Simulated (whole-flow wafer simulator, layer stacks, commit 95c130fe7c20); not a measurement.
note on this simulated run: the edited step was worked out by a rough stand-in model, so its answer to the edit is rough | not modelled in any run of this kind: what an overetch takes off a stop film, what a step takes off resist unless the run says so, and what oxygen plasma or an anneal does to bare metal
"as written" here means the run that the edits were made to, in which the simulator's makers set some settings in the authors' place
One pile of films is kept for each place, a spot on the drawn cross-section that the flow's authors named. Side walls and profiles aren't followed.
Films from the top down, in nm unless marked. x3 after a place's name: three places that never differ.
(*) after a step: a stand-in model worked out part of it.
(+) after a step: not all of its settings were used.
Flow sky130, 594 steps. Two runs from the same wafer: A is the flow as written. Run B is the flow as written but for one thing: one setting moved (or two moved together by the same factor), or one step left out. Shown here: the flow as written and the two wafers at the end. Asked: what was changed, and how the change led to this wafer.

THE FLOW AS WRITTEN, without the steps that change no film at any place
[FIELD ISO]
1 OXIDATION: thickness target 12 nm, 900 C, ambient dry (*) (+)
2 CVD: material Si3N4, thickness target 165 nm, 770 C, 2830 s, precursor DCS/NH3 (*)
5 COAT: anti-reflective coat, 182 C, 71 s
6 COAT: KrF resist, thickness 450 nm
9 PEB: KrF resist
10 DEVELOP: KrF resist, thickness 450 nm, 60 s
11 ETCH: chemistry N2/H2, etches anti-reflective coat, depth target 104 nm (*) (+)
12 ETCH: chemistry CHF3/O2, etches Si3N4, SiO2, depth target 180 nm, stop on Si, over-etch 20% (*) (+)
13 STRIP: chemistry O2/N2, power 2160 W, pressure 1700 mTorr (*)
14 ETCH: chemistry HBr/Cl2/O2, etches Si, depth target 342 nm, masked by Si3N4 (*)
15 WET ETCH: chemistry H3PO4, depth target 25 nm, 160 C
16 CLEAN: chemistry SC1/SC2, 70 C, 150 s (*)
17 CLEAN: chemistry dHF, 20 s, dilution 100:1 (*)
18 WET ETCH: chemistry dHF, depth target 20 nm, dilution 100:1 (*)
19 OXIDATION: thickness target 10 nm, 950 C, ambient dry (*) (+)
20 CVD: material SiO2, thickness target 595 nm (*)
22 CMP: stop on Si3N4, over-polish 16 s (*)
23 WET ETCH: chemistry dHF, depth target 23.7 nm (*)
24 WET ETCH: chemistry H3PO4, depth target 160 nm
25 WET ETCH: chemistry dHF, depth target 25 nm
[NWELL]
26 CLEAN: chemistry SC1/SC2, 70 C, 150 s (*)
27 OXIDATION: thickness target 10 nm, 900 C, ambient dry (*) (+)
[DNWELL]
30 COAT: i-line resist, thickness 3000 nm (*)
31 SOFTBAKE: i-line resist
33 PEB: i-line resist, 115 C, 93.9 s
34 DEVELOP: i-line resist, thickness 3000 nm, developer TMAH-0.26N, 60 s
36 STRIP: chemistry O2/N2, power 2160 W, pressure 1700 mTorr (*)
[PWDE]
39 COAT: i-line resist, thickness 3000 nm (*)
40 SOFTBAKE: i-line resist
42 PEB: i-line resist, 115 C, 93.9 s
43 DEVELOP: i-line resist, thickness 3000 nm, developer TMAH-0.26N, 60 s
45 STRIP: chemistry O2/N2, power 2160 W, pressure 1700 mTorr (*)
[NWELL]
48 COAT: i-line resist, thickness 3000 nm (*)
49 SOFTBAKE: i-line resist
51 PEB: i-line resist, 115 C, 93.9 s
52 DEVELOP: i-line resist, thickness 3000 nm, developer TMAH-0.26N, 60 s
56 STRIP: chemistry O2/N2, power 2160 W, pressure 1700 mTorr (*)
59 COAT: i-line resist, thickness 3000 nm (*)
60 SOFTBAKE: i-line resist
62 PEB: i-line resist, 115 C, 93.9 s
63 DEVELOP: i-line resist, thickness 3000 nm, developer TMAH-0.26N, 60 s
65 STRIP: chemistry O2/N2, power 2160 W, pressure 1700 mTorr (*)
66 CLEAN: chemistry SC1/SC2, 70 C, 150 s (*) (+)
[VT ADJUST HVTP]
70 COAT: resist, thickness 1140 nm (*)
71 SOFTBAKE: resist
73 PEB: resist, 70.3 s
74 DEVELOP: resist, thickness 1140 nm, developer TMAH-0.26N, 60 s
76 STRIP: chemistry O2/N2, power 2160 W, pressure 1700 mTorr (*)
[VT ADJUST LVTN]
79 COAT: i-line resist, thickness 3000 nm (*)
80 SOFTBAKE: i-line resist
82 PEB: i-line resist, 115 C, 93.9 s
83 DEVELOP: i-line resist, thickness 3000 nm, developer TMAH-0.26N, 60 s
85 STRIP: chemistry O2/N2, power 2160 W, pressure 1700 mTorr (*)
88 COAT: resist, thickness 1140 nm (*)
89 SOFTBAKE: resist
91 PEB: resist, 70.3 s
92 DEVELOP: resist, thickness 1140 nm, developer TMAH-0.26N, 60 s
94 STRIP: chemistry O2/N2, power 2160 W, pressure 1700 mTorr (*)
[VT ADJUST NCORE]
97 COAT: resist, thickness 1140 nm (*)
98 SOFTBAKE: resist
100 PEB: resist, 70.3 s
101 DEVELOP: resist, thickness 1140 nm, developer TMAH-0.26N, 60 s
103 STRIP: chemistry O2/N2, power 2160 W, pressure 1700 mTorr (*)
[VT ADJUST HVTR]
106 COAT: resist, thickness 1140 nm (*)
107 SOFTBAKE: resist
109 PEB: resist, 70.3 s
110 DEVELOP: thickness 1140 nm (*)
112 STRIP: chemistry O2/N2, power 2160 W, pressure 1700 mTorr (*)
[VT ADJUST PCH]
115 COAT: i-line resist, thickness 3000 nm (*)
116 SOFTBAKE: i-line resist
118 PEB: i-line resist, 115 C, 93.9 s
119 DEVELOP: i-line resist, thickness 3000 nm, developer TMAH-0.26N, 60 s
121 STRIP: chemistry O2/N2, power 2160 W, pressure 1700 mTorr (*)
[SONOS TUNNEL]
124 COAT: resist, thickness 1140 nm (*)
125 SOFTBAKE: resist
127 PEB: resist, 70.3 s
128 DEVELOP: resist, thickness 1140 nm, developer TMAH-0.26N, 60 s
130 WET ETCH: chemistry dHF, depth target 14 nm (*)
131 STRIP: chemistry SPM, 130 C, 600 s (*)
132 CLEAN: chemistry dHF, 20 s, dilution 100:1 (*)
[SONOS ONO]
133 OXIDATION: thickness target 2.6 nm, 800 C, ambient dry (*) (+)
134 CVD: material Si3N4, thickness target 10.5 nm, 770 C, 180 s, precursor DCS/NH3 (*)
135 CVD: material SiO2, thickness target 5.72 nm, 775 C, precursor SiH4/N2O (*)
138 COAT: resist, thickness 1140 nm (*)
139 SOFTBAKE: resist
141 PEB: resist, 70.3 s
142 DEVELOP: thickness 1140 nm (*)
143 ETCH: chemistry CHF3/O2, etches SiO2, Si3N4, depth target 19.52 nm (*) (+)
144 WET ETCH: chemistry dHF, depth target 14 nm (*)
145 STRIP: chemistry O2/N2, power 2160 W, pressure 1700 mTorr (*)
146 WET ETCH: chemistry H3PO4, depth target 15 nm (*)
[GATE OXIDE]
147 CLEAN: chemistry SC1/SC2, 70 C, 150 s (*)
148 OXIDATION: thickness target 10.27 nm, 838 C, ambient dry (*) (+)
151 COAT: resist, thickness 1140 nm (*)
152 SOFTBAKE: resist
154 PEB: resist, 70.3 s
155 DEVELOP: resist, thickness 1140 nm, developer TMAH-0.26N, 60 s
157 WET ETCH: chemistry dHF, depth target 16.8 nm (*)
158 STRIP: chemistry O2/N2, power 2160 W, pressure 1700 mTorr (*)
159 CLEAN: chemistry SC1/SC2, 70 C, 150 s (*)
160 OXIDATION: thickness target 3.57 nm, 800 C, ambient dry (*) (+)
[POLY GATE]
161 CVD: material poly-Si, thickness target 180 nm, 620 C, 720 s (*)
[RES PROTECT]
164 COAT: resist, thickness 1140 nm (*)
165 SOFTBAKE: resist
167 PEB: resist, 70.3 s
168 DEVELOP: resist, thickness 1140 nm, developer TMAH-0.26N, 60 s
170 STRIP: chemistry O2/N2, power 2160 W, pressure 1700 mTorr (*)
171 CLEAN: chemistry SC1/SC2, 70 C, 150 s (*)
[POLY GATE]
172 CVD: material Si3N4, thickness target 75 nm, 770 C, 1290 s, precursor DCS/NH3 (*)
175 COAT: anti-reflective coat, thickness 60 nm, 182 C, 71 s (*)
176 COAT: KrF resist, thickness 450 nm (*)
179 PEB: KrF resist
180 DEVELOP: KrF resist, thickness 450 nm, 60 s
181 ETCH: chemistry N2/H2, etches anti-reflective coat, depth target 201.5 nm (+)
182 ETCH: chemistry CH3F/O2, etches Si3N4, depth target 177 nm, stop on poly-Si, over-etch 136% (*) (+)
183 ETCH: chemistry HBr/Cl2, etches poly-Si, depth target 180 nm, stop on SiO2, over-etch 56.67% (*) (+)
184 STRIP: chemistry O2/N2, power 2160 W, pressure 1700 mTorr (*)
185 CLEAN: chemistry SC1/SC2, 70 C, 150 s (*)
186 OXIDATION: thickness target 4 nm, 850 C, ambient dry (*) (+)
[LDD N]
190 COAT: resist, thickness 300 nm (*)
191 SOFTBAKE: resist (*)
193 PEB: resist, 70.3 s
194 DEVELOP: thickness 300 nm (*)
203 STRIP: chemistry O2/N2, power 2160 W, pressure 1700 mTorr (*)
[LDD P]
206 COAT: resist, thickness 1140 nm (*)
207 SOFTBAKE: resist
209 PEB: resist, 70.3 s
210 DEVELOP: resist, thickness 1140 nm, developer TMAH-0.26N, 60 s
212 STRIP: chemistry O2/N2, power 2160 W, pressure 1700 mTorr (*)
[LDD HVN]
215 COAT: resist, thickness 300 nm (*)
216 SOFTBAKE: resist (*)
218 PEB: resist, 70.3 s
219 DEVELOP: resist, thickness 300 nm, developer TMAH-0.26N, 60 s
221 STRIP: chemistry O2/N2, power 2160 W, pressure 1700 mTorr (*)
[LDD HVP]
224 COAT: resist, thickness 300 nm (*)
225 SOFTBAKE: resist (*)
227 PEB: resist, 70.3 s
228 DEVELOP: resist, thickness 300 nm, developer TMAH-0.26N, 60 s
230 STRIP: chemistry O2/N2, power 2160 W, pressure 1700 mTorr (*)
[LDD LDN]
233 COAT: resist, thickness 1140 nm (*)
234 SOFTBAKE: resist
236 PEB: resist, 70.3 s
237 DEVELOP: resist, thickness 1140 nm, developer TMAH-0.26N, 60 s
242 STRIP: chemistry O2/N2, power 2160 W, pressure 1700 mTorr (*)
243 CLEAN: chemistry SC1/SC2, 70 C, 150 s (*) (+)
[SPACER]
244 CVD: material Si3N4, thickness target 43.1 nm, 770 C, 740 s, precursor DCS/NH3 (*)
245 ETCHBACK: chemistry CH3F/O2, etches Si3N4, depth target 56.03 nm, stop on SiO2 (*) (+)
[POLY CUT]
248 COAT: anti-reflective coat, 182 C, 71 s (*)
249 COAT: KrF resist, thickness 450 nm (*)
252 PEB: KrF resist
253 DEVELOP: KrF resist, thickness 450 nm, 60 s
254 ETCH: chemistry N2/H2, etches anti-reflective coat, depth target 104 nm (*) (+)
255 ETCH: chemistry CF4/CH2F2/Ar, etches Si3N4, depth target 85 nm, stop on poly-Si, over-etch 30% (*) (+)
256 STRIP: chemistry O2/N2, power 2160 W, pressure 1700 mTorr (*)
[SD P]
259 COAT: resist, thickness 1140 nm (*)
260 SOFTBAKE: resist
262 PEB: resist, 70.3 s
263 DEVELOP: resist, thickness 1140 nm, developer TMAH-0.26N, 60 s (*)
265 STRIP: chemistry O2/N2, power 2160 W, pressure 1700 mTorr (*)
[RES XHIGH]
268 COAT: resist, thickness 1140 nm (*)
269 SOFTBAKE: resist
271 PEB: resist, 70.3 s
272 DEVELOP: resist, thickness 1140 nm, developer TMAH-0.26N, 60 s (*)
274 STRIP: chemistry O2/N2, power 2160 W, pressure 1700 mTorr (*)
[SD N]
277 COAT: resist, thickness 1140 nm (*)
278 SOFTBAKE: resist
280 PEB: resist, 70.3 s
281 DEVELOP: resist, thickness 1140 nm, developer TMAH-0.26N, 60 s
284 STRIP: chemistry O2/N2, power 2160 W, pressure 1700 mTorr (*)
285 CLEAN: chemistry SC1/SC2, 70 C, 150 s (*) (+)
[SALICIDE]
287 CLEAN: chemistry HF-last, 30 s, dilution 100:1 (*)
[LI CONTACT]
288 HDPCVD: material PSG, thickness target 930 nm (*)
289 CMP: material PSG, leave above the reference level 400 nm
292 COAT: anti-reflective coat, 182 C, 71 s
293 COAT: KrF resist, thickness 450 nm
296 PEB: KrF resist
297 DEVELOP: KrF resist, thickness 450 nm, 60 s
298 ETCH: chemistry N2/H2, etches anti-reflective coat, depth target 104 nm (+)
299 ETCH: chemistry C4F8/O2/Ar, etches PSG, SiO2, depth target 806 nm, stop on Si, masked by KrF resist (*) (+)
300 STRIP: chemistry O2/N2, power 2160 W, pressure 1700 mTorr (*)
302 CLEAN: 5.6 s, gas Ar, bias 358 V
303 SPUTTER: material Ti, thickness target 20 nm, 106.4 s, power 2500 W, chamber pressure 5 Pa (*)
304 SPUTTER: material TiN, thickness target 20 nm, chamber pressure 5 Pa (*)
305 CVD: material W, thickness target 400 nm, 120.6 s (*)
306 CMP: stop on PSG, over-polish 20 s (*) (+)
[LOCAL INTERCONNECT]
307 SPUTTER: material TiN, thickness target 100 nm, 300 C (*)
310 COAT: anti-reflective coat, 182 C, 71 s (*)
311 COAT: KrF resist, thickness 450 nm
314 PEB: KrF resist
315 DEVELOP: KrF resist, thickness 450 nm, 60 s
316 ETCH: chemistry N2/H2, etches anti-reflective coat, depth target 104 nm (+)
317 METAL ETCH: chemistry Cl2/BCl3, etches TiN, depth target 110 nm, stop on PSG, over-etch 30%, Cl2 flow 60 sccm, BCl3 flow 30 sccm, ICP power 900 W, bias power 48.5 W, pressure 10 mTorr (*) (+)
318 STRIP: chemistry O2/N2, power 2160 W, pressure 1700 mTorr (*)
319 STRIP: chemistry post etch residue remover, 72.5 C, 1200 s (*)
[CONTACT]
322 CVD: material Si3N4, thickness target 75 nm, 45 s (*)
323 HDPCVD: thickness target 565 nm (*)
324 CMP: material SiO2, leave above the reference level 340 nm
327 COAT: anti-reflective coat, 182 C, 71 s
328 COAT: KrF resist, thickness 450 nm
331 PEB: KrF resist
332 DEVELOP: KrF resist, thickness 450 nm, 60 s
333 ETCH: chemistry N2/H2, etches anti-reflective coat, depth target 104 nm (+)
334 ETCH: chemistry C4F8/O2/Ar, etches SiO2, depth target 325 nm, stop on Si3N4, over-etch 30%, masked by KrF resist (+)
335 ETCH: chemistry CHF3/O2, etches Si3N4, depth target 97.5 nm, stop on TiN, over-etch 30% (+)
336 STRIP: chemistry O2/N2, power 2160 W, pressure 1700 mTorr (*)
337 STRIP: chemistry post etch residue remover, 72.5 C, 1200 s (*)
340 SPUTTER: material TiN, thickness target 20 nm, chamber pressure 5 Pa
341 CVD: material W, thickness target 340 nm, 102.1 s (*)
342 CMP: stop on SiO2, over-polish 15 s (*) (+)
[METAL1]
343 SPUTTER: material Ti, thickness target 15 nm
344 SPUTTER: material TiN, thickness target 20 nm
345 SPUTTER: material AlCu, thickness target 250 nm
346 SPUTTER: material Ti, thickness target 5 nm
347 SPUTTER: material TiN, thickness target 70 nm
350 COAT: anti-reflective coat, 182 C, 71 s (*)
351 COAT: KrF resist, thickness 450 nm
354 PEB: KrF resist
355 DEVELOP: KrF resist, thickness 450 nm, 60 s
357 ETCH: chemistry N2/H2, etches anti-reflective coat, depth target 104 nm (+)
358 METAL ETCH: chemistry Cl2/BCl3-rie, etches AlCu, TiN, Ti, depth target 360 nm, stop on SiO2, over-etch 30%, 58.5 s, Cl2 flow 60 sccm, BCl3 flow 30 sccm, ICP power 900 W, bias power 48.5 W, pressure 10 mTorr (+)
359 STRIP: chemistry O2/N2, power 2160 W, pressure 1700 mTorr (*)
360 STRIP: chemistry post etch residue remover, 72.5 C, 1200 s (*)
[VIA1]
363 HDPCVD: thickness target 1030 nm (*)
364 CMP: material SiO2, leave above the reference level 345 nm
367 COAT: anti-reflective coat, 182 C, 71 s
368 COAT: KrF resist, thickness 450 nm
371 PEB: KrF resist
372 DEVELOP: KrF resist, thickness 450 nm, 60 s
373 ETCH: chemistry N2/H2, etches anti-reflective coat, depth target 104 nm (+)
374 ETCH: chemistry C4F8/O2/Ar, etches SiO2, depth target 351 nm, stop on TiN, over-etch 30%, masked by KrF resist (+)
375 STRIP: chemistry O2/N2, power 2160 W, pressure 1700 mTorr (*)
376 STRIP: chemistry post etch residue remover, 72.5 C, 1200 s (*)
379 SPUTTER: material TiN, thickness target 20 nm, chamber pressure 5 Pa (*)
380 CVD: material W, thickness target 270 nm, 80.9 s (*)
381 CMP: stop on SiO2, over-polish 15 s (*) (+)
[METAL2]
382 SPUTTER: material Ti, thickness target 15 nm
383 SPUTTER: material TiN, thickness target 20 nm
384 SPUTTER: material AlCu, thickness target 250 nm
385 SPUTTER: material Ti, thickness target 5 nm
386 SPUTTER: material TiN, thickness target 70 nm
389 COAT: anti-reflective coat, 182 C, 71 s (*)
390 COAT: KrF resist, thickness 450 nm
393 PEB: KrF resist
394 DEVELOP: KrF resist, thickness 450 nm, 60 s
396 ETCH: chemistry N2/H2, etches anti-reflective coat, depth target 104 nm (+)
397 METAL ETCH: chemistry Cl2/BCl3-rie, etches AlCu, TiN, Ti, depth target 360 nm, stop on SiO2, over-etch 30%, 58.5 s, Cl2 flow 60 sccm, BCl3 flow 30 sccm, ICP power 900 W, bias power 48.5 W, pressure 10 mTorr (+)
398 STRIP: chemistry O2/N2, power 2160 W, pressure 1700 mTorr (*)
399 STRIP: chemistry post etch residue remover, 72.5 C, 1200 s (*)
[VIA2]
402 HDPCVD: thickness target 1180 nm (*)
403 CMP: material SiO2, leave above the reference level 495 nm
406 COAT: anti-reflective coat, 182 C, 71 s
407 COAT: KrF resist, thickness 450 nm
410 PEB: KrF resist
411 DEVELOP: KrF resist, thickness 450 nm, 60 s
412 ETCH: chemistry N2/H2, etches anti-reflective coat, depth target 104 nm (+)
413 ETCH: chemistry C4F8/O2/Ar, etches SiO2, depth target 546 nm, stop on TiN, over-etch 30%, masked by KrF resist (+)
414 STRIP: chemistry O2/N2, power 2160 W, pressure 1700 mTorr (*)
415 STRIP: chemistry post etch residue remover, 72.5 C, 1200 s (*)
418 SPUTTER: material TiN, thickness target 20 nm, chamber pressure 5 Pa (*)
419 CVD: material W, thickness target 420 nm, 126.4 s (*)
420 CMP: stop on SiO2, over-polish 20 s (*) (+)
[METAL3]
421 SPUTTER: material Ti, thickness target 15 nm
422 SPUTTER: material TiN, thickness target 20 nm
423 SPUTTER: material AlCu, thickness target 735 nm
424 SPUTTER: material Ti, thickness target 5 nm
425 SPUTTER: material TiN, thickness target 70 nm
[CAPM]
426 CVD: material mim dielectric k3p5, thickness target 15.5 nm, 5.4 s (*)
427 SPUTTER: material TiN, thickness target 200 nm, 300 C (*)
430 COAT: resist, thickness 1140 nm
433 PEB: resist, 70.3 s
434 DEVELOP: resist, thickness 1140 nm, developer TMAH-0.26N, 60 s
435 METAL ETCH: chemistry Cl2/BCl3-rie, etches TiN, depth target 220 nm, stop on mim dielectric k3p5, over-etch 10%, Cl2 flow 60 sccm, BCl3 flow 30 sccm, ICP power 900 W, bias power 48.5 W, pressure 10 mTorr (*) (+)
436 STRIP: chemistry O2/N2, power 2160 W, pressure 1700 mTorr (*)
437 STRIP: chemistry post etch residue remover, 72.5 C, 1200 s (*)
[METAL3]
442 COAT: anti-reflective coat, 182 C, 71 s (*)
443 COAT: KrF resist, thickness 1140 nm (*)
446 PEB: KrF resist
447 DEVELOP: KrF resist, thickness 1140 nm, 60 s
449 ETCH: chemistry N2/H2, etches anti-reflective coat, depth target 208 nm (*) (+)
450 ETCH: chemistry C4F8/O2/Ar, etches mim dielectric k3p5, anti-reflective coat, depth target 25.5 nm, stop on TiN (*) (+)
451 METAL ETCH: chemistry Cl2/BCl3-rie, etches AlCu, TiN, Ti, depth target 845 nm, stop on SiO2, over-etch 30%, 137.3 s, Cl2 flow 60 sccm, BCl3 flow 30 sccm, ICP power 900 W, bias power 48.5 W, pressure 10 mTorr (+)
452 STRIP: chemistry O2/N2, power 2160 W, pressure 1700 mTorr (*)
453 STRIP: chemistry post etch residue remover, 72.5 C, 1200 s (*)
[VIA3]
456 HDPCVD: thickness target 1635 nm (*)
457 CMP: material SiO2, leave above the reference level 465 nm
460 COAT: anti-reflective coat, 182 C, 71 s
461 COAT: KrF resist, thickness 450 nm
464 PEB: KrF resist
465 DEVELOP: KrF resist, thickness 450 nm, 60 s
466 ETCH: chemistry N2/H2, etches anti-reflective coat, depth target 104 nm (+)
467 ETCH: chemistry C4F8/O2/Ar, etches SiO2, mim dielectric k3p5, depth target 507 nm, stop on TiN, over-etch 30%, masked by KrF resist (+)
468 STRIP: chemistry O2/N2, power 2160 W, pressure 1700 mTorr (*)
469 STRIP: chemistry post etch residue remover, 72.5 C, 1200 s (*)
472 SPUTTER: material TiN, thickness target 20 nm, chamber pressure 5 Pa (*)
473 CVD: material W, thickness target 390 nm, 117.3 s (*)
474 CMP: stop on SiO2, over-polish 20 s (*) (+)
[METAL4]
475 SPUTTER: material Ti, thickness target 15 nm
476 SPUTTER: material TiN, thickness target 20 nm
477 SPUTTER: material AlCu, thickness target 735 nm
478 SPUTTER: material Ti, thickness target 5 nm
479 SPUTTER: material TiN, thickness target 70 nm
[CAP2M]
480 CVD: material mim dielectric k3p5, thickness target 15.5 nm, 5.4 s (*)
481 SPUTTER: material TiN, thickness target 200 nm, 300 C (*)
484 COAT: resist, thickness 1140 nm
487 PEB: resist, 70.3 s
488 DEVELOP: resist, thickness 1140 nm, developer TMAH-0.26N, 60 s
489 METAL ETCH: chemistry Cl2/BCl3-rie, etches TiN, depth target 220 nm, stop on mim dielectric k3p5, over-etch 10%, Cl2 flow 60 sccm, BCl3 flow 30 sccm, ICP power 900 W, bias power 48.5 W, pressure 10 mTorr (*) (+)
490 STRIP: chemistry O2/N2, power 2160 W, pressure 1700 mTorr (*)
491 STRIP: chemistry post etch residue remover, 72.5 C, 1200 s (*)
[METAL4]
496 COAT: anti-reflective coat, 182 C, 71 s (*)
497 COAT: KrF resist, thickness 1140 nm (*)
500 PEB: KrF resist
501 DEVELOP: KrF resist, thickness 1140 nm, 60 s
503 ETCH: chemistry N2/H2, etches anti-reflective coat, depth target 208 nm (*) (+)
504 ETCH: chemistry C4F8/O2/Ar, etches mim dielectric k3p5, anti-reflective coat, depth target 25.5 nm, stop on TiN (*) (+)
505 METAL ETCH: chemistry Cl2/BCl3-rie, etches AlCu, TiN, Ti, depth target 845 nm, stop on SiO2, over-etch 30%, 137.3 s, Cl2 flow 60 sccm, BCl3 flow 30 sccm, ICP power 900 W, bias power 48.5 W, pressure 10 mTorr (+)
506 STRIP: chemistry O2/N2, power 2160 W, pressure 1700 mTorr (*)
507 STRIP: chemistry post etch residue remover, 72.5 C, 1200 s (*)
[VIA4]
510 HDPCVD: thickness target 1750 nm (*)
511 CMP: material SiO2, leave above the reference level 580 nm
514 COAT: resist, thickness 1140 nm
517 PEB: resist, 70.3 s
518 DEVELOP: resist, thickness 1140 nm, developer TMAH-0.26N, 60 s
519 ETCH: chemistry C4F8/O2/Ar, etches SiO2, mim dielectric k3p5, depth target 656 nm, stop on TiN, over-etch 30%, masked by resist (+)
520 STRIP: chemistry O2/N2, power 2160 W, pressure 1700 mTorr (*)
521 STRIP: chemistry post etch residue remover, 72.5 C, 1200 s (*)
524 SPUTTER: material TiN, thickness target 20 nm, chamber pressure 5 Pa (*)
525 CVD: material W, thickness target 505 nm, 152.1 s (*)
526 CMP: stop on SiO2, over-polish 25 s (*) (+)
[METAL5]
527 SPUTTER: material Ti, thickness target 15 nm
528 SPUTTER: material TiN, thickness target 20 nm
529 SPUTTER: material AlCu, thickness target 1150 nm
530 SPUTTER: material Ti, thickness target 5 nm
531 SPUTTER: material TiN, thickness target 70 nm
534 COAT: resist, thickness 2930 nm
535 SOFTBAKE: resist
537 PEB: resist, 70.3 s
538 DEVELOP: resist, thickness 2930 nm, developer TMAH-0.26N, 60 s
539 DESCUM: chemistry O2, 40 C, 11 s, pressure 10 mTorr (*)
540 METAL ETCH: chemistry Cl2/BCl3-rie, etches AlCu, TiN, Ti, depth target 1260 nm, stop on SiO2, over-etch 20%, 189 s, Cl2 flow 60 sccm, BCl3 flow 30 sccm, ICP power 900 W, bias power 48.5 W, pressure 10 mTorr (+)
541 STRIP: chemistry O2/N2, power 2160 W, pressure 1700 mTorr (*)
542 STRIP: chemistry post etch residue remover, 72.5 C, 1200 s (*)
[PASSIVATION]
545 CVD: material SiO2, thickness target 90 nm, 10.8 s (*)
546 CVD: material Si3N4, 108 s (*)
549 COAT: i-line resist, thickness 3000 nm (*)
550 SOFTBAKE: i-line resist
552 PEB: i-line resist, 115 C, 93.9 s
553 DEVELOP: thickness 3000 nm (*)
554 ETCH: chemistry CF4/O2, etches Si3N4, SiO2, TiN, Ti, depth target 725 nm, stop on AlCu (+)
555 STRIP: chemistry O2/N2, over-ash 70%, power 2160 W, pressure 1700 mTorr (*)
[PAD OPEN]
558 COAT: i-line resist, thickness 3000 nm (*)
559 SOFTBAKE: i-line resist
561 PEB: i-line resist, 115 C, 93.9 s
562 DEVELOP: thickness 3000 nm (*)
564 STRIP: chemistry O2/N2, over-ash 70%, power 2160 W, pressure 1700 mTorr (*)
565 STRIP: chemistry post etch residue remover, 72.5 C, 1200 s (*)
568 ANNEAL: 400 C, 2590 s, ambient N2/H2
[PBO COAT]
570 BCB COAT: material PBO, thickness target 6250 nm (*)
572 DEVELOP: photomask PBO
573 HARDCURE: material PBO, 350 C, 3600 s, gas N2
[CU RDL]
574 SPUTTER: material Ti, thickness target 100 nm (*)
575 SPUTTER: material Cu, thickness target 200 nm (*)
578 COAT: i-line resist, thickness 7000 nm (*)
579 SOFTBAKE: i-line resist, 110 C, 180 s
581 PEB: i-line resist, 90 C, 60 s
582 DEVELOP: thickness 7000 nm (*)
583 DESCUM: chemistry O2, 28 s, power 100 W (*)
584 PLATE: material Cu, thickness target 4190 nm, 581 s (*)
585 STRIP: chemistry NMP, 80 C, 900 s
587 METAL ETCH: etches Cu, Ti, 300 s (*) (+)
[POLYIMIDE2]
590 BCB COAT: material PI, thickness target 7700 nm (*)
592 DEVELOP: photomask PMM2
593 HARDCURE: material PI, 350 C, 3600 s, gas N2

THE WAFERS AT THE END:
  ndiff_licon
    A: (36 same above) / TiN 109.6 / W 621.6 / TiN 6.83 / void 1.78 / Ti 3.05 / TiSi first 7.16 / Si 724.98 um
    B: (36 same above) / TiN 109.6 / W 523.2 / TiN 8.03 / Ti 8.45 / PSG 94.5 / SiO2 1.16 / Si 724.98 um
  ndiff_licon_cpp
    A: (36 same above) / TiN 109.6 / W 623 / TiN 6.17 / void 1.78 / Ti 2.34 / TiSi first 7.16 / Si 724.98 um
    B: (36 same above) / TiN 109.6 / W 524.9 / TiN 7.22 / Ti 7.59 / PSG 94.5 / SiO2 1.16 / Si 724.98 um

The cause: step 299, ETCH: depth target 544 nm was run, where the flow has depth target 806 nm.

How the change led to this, step by step:
  299 ETCH: chemistry C4F8/O2/Ar, etches PSG, SiO2, depth target 806 nm, stop on Si, masked by KrF resist (*) (+)
      contact, ndiff_licon, ndiff_licon_cpp: A PSG -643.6 (all of it), SiO2 -1.16 (all of it) | B PSG -544
      field, active, n_well and 184 more: A KrF resist -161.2 | B KrF resist -108.8
  300 STRIP: chemistry O2/N2, power 2160 W, pressure 1700 mTorr (*)
      contact, ndiff_licon, ndiff_licon_cpp: A chemical SiO2 +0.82 (new film), Si -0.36 | B nothing
      field, active, n_well and 184 more: A KrF resist -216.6 (all of it), anti-reflective coat -80 (all of it) | B KrF resist -269 (all of it), anti-reflective coat -80 (all of it)
  302 CLEAN: 5.6 s, gas Ar, bias 358 V
      contact, ndiff_licon, ndiff_licon_cpp: A chemical SiO2 -0.82 (all of it) | B PSG -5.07
  303 SPUTTER: material Ti, thickness target 20 nm, 106.4 s, power 2500 W, chamber pressure 5 Pa (*)
      ndiff_licon: A Ti +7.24 (new film) | B Ti +8.45 (new film)
      ndiff_licon_cpp: A Ti +6.53 (new film) | B Ti +7.59 (new film)
  304 SPUTTER: material TiN, thickness target 20 nm, chamber pressure 5 Pa (*)
      ndiff_licon: A TiN +6.83 (new film) | B TiN +8.03 (new film)
      ndiff_licon_cpp: A TiN +6.17 (new film) | B TiN +7.22 (new film)
  305 CVD: material W, thickness target 400 nm, 120.6 s (*)
      ndiff_licon: A W +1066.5 (new film) | B W +968.1 (new film)
      ndiff_licon_cpp: A W +1067.9 (new film) | B W +969.8 (new film)
  568 ANNEAL: 400 C, 2590 s, ambient N2/H2
      ndiff_licon, ndiff_licon_cpp: A under 37 films: void +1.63 (new film), Ti -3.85, TiSi first +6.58 (new film), Si -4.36 | B nothing
Counting metal films that touch as one body, ndiff_licon has 5 bodies (between them, from the top down: SiO2 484 / mim dielectric k3p5 15.5; SiO2 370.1 / mim dielectric k3p5 15.5; SiO2 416; SiO2 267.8); the flow as written gives 6 bodies (between them, from the top down: SiO2 484 / mim dielectric k3p5 15.5; SiO2 370.1 / mim dielectric k3p5 15.5; SiO2 416; SiO2 267.8; void 1.78).
Counting metal films that touch as one body, ndiff_licon_cpp has 5 bodies (between them, from the top down: SiO2 484 / mim dielectric k3p5 15.5; SiO2 370.1 / mim dielectric k3p5 15.5; SiO2 416; SiO2 267.8); the flow as written gives 6 bodies (between them, from the top down: SiO2 484 / mim dielectric k3p5 15.5; SiO2 370.1 / mim dielectric k3p5 15.5; SiO2 416; SiO2 267.8; void 1.78).
